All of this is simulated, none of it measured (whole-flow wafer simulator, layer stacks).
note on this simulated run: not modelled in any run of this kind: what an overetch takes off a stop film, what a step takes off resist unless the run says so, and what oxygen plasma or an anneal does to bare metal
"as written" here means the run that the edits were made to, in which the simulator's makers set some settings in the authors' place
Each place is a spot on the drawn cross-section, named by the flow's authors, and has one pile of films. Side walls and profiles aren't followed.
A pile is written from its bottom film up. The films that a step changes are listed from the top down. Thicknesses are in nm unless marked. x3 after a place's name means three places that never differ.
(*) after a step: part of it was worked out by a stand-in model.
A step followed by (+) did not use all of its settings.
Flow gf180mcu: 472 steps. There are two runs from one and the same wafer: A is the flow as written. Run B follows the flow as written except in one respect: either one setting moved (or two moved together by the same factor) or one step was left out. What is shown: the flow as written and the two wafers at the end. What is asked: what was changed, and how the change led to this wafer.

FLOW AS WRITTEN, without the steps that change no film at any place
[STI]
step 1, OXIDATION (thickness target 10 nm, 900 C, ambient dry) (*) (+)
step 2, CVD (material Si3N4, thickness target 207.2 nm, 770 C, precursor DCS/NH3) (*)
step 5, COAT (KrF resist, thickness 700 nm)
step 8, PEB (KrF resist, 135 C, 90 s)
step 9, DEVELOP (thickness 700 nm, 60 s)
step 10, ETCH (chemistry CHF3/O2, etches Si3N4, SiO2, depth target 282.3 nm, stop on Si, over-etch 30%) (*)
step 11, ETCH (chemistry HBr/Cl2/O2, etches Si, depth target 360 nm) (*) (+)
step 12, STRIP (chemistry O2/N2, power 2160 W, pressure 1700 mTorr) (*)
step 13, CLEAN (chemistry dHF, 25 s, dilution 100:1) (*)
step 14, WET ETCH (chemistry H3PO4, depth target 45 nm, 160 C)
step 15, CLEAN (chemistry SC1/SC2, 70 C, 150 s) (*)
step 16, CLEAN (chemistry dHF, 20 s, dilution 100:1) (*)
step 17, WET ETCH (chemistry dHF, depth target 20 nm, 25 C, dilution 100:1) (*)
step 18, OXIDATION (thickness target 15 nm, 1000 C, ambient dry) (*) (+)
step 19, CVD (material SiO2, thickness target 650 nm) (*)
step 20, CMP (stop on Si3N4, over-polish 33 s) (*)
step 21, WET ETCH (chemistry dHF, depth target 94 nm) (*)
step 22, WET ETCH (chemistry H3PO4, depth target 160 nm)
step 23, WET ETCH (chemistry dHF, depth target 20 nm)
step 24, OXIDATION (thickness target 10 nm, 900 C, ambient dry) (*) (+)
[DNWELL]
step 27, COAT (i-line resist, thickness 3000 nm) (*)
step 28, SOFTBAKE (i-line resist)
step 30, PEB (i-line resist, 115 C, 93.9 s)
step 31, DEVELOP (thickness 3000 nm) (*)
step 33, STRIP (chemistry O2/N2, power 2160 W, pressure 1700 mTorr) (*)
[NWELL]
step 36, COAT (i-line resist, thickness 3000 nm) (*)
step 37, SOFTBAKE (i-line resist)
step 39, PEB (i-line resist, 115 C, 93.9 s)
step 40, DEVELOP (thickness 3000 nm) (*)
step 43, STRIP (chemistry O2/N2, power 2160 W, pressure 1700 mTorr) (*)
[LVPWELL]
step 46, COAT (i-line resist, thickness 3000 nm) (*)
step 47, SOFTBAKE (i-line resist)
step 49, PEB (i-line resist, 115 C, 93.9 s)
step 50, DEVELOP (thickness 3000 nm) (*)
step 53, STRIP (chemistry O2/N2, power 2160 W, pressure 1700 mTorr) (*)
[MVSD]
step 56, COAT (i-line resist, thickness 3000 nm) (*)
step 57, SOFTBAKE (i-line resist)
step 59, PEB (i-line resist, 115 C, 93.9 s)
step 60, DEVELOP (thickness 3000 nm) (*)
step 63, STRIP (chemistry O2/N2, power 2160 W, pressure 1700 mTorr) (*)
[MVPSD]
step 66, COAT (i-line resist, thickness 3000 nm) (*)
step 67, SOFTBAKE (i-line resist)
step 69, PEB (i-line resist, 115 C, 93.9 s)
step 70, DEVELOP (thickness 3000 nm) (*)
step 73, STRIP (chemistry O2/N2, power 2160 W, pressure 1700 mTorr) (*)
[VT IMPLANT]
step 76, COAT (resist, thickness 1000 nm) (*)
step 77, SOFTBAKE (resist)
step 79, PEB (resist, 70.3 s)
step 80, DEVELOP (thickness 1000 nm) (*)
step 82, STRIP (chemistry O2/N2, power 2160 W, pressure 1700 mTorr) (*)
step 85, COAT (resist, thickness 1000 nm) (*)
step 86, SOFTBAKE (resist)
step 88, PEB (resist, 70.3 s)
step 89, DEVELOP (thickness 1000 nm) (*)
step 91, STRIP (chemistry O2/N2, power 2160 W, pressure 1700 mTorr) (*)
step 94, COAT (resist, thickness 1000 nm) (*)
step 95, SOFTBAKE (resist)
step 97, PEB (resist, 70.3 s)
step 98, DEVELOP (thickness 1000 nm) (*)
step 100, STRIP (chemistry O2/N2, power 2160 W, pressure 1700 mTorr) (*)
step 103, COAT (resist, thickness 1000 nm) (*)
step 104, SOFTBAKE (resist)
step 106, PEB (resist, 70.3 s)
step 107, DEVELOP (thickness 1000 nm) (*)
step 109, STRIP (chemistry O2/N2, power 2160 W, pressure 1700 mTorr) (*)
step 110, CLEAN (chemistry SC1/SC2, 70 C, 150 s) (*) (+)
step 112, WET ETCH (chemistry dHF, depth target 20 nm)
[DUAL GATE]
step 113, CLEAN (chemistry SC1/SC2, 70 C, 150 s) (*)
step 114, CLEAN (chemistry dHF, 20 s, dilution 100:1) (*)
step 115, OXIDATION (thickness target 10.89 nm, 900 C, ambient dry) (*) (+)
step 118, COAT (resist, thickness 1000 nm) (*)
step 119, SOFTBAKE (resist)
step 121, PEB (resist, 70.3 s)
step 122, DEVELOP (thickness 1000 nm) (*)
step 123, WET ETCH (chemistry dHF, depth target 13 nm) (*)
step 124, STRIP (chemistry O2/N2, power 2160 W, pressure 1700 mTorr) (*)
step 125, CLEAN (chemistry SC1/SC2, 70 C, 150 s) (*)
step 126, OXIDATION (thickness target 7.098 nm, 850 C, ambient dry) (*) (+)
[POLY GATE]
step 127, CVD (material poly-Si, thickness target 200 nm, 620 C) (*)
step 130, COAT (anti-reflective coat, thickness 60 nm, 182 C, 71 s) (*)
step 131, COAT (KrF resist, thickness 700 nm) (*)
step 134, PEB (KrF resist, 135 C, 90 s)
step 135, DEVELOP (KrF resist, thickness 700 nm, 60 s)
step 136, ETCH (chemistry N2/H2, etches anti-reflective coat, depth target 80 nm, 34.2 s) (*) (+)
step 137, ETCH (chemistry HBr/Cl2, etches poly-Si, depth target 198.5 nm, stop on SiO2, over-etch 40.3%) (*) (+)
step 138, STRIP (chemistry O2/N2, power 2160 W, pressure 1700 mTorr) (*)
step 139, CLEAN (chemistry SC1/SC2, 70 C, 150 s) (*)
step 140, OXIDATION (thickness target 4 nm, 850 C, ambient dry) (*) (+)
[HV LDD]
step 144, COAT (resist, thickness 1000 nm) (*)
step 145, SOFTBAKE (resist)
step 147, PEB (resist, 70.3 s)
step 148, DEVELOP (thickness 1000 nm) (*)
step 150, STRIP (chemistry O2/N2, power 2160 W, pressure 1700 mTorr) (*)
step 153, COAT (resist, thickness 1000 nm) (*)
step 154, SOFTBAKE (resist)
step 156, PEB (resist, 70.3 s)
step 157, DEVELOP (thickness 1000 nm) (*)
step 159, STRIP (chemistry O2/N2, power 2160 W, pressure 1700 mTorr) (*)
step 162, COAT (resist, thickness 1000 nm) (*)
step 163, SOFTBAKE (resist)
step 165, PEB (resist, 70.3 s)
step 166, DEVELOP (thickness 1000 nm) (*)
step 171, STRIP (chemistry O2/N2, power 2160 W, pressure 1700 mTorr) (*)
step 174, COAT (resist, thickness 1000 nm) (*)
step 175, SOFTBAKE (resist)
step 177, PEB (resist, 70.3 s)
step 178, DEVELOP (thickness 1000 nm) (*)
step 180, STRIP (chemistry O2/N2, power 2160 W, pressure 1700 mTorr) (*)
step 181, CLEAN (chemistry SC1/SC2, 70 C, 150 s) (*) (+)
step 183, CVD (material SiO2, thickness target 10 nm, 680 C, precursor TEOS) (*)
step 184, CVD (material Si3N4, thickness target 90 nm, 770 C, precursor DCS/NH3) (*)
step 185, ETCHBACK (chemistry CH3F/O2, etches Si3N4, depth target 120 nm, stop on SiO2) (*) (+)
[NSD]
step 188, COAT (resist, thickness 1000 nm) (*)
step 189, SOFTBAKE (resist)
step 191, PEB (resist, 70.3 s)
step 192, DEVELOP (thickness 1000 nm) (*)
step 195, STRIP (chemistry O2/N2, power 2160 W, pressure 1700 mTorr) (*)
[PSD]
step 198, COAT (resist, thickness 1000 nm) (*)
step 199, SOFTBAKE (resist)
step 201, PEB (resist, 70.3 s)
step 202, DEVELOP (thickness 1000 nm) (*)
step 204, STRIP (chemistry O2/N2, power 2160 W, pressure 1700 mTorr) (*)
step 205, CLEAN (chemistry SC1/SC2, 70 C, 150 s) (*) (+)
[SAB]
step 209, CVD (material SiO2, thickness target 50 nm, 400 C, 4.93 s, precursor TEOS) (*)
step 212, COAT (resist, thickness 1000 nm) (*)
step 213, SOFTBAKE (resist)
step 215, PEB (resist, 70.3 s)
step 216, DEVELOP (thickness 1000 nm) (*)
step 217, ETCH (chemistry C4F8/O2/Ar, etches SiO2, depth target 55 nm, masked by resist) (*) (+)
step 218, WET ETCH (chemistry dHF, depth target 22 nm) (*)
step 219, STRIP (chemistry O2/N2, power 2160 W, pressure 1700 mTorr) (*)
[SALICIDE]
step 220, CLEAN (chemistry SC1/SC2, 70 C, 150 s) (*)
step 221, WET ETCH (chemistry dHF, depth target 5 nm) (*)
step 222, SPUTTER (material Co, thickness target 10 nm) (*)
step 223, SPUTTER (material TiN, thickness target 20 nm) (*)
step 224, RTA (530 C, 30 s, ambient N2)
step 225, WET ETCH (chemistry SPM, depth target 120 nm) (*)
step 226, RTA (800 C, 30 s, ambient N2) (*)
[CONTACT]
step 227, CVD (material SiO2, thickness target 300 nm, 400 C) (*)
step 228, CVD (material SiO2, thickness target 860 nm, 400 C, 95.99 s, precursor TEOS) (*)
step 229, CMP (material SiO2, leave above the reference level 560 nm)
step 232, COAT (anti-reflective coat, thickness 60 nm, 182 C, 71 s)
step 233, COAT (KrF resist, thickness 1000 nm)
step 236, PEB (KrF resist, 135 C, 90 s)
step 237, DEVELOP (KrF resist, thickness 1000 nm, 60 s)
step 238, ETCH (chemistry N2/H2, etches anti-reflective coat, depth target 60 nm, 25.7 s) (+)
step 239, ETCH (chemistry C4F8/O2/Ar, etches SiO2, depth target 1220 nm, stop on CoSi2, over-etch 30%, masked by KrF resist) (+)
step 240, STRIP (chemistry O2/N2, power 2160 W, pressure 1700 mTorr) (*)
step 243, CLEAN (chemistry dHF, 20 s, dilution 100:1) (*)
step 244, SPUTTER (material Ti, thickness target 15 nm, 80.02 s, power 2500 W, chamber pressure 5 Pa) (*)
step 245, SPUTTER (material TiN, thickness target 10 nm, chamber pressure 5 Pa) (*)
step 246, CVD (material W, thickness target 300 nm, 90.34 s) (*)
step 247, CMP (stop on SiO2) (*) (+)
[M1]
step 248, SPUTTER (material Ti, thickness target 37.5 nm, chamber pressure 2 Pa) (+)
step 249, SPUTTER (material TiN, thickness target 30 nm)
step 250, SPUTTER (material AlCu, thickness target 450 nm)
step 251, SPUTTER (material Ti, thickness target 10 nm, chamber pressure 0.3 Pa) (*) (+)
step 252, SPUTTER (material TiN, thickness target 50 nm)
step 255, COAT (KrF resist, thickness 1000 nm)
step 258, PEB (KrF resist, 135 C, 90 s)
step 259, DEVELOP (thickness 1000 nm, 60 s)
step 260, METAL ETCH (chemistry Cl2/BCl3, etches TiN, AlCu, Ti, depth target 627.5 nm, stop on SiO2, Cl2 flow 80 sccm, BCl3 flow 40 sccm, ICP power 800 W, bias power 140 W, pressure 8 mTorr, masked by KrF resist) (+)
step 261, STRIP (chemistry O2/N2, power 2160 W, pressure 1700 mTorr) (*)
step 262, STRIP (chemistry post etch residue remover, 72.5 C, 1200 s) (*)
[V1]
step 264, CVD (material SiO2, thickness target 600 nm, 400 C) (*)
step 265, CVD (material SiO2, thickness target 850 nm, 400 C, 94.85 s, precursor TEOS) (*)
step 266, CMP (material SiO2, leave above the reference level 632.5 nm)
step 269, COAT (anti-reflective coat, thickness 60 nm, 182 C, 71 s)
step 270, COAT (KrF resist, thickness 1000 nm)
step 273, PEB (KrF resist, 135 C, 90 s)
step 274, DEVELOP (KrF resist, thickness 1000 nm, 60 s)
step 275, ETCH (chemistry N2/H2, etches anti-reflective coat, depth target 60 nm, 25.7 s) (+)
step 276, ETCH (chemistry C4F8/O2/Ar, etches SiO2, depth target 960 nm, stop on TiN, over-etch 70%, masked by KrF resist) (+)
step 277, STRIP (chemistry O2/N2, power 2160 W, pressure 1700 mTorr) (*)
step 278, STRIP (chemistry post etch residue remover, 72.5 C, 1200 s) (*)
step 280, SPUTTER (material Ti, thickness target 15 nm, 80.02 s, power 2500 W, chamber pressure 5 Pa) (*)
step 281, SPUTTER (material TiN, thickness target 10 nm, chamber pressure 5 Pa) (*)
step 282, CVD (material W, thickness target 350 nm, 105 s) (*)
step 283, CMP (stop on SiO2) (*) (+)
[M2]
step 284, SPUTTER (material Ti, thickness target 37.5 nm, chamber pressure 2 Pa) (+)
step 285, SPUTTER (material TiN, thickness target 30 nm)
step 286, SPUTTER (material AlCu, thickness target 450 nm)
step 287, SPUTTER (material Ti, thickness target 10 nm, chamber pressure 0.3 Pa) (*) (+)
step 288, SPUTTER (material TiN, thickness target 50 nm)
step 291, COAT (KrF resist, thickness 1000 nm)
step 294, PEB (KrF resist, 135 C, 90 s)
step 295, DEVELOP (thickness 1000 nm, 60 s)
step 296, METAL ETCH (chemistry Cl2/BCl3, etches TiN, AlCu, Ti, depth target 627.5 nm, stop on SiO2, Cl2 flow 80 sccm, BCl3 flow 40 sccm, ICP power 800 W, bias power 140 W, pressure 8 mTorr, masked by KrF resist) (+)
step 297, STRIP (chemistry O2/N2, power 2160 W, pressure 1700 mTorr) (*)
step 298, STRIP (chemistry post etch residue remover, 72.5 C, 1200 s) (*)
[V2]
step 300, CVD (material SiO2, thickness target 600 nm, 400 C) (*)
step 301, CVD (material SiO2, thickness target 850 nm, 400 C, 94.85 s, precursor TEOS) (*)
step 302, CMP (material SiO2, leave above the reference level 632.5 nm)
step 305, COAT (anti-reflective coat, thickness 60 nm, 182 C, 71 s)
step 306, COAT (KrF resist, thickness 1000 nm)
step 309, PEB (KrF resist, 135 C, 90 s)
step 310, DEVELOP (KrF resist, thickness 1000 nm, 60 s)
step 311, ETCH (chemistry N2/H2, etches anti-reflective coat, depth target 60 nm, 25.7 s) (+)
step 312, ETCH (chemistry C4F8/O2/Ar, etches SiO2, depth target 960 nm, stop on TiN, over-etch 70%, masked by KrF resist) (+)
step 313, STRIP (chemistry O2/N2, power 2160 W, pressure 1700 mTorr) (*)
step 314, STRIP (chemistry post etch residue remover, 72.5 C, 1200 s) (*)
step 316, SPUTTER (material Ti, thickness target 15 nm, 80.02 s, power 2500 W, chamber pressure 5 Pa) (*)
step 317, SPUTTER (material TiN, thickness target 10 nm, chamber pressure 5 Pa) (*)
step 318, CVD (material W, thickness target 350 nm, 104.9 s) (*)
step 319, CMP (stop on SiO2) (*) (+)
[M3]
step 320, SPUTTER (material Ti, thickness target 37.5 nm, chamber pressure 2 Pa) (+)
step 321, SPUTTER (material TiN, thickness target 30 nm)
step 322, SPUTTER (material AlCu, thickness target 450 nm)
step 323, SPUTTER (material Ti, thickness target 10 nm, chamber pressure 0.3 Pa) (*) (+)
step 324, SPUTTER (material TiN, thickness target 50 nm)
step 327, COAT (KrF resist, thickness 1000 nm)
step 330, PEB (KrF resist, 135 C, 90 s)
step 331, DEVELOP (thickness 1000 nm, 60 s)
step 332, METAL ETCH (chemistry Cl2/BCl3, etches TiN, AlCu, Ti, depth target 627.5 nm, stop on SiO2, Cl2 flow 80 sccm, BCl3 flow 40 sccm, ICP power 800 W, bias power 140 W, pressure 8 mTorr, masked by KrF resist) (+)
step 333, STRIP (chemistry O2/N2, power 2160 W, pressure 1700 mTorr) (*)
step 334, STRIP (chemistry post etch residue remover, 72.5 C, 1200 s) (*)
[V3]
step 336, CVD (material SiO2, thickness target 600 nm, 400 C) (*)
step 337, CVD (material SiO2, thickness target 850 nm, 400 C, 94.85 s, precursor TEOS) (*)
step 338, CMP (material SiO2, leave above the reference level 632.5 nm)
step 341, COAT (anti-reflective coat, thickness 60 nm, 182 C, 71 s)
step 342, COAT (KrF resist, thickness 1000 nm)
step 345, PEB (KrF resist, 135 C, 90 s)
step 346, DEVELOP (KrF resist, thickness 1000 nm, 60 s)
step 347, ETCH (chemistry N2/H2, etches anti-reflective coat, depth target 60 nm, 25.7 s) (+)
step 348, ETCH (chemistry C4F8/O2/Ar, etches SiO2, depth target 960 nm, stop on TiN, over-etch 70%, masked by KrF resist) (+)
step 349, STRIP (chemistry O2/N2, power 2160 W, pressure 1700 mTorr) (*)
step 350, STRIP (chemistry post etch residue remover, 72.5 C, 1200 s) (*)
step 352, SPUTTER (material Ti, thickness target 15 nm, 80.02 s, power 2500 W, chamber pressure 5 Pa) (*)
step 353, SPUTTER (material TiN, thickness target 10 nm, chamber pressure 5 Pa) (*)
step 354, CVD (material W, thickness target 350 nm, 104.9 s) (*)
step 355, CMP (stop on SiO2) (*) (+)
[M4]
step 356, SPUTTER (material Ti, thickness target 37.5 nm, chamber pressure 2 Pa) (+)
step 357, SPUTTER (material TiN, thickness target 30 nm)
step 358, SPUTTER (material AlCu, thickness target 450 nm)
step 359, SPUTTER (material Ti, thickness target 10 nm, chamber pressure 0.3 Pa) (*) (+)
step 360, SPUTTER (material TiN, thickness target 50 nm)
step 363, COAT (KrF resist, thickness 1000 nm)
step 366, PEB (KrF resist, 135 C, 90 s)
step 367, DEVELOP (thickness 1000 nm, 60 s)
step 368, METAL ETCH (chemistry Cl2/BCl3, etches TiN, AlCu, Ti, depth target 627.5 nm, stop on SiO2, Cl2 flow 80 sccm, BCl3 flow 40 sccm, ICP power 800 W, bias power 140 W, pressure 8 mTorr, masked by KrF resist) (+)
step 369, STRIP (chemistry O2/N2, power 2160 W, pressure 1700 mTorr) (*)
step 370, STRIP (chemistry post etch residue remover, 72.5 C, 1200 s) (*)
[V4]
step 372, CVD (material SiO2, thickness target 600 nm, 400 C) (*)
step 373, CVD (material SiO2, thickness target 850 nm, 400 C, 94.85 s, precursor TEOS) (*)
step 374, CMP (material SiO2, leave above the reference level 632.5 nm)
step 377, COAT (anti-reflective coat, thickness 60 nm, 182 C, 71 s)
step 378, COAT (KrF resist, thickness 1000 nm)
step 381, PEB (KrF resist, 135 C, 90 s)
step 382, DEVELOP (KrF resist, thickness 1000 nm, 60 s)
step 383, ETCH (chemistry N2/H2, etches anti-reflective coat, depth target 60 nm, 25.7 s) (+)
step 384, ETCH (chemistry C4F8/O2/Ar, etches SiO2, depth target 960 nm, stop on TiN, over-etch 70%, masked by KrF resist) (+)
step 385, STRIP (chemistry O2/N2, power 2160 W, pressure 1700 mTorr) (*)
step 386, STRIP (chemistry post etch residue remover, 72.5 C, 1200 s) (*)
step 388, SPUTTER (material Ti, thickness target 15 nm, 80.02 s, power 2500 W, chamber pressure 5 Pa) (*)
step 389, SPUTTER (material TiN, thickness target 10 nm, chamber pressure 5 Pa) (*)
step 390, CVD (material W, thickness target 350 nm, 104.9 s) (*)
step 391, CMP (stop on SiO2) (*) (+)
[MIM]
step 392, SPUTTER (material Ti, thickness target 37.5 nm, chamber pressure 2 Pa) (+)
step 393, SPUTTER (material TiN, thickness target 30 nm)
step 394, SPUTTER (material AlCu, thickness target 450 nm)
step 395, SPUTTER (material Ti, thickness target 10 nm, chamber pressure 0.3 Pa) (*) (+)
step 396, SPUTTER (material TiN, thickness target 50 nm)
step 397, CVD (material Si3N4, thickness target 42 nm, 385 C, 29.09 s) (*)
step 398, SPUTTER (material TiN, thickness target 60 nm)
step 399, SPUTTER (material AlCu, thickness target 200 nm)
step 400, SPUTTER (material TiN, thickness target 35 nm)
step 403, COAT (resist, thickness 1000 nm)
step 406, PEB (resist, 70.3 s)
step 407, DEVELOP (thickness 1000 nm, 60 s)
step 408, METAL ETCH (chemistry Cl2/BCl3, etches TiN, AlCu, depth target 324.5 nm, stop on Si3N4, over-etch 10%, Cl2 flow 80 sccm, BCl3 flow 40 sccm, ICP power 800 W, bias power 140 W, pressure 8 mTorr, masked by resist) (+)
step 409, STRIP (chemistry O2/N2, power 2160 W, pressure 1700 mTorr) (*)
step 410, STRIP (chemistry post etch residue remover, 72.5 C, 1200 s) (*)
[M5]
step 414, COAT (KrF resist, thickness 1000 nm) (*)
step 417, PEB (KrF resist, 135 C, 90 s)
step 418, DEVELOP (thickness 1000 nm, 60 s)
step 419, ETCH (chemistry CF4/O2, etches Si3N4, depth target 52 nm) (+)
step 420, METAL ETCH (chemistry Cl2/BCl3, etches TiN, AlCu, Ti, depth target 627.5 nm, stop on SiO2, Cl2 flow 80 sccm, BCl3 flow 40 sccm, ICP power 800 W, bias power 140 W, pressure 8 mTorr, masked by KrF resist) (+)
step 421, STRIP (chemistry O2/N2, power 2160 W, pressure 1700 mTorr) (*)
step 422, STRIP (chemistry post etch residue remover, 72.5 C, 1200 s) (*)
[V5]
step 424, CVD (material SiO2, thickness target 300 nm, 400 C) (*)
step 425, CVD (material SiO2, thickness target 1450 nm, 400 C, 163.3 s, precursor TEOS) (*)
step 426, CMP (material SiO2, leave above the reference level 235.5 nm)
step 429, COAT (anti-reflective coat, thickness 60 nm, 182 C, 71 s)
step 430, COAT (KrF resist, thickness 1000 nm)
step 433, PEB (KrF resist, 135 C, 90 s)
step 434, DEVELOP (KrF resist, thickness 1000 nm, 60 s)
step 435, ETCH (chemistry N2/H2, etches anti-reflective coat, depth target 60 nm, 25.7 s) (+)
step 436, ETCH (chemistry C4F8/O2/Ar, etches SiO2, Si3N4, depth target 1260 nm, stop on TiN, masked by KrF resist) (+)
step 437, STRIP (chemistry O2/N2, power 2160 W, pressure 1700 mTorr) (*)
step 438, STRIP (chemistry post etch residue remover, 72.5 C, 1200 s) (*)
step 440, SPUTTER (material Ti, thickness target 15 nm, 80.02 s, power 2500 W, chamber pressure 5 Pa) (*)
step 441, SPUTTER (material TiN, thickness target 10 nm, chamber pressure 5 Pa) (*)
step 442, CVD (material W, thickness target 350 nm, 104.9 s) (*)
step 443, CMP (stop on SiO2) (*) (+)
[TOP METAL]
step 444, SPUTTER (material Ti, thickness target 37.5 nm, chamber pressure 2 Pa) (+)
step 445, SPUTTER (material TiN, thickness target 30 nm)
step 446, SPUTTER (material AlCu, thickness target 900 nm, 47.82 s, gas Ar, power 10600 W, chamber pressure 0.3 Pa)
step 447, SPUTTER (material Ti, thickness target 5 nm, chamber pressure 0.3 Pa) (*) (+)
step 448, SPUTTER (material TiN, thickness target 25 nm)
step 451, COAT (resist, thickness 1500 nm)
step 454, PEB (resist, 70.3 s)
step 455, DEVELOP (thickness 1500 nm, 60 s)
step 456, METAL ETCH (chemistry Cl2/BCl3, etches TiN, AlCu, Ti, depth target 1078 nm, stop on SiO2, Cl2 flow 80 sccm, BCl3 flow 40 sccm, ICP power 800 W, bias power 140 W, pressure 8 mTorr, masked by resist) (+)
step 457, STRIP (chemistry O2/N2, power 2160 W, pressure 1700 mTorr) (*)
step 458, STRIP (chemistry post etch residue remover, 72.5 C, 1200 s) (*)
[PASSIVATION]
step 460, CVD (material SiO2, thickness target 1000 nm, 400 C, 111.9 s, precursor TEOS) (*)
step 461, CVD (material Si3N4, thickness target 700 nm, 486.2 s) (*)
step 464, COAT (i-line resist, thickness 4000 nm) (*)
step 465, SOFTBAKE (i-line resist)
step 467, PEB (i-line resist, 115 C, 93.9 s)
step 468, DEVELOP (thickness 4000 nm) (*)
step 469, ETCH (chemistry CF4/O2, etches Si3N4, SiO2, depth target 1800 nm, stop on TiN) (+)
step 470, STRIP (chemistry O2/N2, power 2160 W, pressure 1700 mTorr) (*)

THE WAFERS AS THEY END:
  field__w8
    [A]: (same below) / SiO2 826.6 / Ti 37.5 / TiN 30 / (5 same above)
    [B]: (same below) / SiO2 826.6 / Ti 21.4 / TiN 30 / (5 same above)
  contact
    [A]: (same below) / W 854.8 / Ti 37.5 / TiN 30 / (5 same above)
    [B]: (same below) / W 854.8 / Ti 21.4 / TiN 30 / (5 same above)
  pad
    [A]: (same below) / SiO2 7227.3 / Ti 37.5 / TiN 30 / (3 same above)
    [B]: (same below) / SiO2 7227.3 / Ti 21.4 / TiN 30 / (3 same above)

Cause: step 444, SPUTTER: thickness target 21.4 nm was run, though the flow has thickness target 37.5 nm.
The wafer lets one read it off: field__w8 has Ti 21.4, and step 444 as written asks for 37.5 nm.

The path from the change to this, step by step:
  step 444, SPUTTER (material Ti, thickness target 37.5 nm, chamber pressure 2 Pa) (+)
      field, field__w1, field__w2 and 109 more: A +37.5 Ti (new film) | B +21.4 Ti (new film)
  step 456, METAL ETCH (chemistry Cl2/BCl3, etches TiN, AlCu, Ti, depth target 1078 nm, stop on SiO2, Cl2 flow 80 sccm, BCl3 flow 40 sccm, ICP power 800 W, bias power 140 W, pressure 8 mTorr, masked by resist) (+)
      field, field__w1, field__w2 and 103 more: A -25 TiN (all of it), -5 Ti (all of it), -900 AlCu (all of it), -30 TiN (all of it), -37.5 Ti (all of it) | B -25 TiN (all of it), -5 Ti (all of it), -900 AlCu (all of it), -30 TiN (all of it), -21.4 Ti (all of it)
  step 465, SOFTBAKE (i-line resist)
      ld_acc_p, ld_fp_p, ld_drift_p: A +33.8 i-line resist | B +33 i-line resist
      field__w11, field__w13: A +37.6 i-line resist | B +36.7 i-line resist
      (and at 58 other places as well)
